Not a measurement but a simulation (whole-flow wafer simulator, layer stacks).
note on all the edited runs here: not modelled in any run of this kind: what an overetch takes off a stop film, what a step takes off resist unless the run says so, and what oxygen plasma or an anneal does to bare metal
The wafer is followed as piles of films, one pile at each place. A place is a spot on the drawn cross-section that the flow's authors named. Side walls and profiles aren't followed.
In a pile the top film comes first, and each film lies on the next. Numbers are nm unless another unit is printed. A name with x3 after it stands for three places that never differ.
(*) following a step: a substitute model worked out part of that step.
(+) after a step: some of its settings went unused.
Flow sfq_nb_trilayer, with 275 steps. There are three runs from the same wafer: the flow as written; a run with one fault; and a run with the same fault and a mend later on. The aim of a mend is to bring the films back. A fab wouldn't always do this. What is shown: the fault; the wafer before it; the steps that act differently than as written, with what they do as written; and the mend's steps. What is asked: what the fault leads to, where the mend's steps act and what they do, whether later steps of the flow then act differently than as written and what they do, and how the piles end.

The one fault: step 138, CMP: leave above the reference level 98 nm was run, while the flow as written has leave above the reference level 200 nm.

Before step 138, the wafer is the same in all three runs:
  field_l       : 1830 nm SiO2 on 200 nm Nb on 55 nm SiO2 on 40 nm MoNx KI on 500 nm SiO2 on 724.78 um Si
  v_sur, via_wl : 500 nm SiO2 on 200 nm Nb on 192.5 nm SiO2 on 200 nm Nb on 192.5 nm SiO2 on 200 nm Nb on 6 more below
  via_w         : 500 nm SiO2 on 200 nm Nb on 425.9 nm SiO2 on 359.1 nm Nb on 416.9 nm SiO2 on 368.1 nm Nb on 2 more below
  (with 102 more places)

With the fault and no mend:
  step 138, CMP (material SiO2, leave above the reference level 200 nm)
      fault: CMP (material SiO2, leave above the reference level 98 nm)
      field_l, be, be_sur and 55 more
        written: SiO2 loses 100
        fault: SiO2 loses 202
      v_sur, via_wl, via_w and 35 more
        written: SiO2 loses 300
        fault: SiO2 loses 402
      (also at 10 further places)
  Later steps of the flow acting differently than as written (not shown: 4 more steps that differ only slightly, by at most 2% or 0.5 nm, whichever is larger):
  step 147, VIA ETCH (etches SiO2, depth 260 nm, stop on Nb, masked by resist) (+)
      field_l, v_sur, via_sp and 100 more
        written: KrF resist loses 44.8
        fault: KrF resist loses 25.3
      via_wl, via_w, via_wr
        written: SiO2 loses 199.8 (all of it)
        fault: SiO2 loses 97.8 (all of it)
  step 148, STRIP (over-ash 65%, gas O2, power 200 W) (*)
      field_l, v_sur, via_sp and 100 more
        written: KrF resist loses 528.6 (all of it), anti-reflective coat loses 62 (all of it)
        fault: KrF resist loses 548.1 (all of it), anti-reflective coat loses 62 (all of it)
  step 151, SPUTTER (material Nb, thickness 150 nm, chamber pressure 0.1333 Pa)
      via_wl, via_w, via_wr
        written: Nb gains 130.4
        fault: Nb gains 142.4
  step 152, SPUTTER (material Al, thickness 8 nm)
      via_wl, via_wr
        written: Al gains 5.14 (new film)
        fault: Al gains 6.36 (new film)
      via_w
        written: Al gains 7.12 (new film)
        fault: Al gains 7.88 (new film)
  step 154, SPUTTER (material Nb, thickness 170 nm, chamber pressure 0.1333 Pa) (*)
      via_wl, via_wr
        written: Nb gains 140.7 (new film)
        fault: Nb gains 131 (new film)
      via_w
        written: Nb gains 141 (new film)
        fault: Nb gains 168.1 (new film)
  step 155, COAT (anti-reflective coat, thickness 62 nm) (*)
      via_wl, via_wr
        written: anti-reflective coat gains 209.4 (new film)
        fault: anti-reflective coat gains 158.9 (new film)
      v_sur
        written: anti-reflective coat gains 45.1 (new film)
        fault: anti-reflective coat gains 50.4 (new film)
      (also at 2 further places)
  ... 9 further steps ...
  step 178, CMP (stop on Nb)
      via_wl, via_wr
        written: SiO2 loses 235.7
        fault: SiO2 loses 349.4
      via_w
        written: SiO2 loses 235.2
        fault: SiO2 loses 349
  By the end, the piles at field_l, v_sur, via_wl and 103 more depart from the flow's by more than 2% or 0.5 nm, whichever is larger.
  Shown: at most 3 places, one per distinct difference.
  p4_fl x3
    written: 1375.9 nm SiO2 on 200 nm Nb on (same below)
    fault: 1273.9 nm SiO2 on 200 nm Nb on (same below)
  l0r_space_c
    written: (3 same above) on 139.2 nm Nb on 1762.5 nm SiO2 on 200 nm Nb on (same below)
    fault: (3 same above) on 139.2 nm Nb on 1660.5 nm SiO2 on 200 nm Nb on (same below)
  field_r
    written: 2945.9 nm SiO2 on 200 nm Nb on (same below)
    fault: 2843.9 nm SiO2 on 200 nm Nb on (same below)

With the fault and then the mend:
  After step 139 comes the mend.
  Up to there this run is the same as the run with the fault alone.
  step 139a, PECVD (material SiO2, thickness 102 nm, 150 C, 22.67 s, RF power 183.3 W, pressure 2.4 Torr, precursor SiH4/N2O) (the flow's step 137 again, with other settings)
      field_l, v_sur, via_wl and 103 more
        SiO2 gains 102
  None of the later steps of the flow differs from how it acts as written, at any place that is followed, by more than 2% or 0.5 nm, whichever is larger.
  The piles end the same as the flow's at every place that both follow.
